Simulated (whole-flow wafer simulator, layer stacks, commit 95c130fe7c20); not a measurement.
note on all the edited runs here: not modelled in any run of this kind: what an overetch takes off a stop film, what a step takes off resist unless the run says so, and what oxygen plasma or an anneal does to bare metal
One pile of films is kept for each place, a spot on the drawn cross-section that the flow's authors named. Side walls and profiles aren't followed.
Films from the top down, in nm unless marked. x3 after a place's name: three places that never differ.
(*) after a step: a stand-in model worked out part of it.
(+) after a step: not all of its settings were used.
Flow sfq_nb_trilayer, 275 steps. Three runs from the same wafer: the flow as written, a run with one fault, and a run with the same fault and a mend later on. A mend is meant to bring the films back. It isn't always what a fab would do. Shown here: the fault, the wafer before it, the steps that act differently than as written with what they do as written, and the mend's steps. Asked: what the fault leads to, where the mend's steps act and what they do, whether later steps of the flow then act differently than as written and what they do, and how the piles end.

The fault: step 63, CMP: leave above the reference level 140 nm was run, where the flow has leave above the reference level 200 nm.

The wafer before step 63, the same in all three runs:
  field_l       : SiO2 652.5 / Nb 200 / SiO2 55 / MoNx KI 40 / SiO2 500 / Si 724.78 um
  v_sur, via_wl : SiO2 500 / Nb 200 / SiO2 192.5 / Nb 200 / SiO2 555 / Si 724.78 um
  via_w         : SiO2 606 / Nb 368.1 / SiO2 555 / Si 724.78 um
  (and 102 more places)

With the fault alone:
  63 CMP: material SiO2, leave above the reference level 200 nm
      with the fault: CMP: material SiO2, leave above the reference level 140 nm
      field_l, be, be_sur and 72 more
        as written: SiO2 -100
        with the fault: SiO2 -160
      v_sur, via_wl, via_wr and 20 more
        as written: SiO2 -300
        with the fault: SiO2 -360
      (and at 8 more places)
  Later steps of the flow that act differently than as written (4 more steps differ only slightly, by at most 2% or 0.5 nm, whichever is larger, and aren't shown):
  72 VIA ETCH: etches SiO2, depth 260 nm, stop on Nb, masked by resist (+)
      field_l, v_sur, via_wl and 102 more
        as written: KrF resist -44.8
        with the fault: KrF resist -36.2
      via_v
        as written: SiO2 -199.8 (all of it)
        with the fault: SiO2 -139.8 (all of it)
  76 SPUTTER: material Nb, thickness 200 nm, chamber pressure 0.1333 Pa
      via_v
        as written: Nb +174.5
        with the fault: Nb +186.7
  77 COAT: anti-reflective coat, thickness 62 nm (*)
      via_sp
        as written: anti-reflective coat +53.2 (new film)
        with the fault: anti-reflective coat +54.3 (new film)
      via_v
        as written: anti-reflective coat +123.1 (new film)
        with the fault: anti-reflective coat +109.4 (new film)
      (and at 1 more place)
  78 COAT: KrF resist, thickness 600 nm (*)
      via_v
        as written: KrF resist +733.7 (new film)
        with the fault: KrF resist +684.9 (new film)
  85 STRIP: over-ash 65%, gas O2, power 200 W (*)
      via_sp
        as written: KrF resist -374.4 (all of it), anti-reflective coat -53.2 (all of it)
        with the fault: KrF resist -378.4 (all of it), anti-reflective coat -54.3 (all of it)
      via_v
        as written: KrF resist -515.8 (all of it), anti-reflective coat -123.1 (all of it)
        with the fault: KrF resist -467.1 (all of it), anti-reflective coat -109.4 (all of it)
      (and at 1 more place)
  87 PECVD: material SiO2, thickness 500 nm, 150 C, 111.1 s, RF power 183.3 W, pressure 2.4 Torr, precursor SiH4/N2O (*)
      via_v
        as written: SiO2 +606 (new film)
        with the fault: SiO2 +509.3 (new film)
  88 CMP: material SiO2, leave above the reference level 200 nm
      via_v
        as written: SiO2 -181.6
        with the fault: SiO2 -157.1
  At the end the piles differ from the flow's by more than 2% or 0.5 nm, whichever is larger, at field_l, v_sur, via_wl and 102 more.
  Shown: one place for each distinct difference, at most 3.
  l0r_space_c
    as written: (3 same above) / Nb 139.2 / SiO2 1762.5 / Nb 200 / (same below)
    with the fault: (3 same above) / Nb 139.2 / SiO2 1702.5 / Nb 200 / (same below)
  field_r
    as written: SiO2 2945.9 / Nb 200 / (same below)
    with the fault: SiO2 2885.9 / Nb 200 / (same below)
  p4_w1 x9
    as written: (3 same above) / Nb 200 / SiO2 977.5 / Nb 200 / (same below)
    with the fault: (3 same above) / Nb 200 / SiO2 917.5 / Nb 200 / (same below)

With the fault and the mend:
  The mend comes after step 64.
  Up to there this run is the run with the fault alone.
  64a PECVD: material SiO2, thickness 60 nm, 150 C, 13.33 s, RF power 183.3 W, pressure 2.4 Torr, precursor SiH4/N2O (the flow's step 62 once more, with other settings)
      field_l, v_sur, via_wl and 103 more
        SiO2 +60
  No later step of the flow acts differently than as written, at any place that is followed, by more than 2% or 0.5 nm, whichever is larger.
  At the end the piles differ from the flow's only slightly at the places that both follow, by at most 2% or 0.5 nm, whichever is larger.
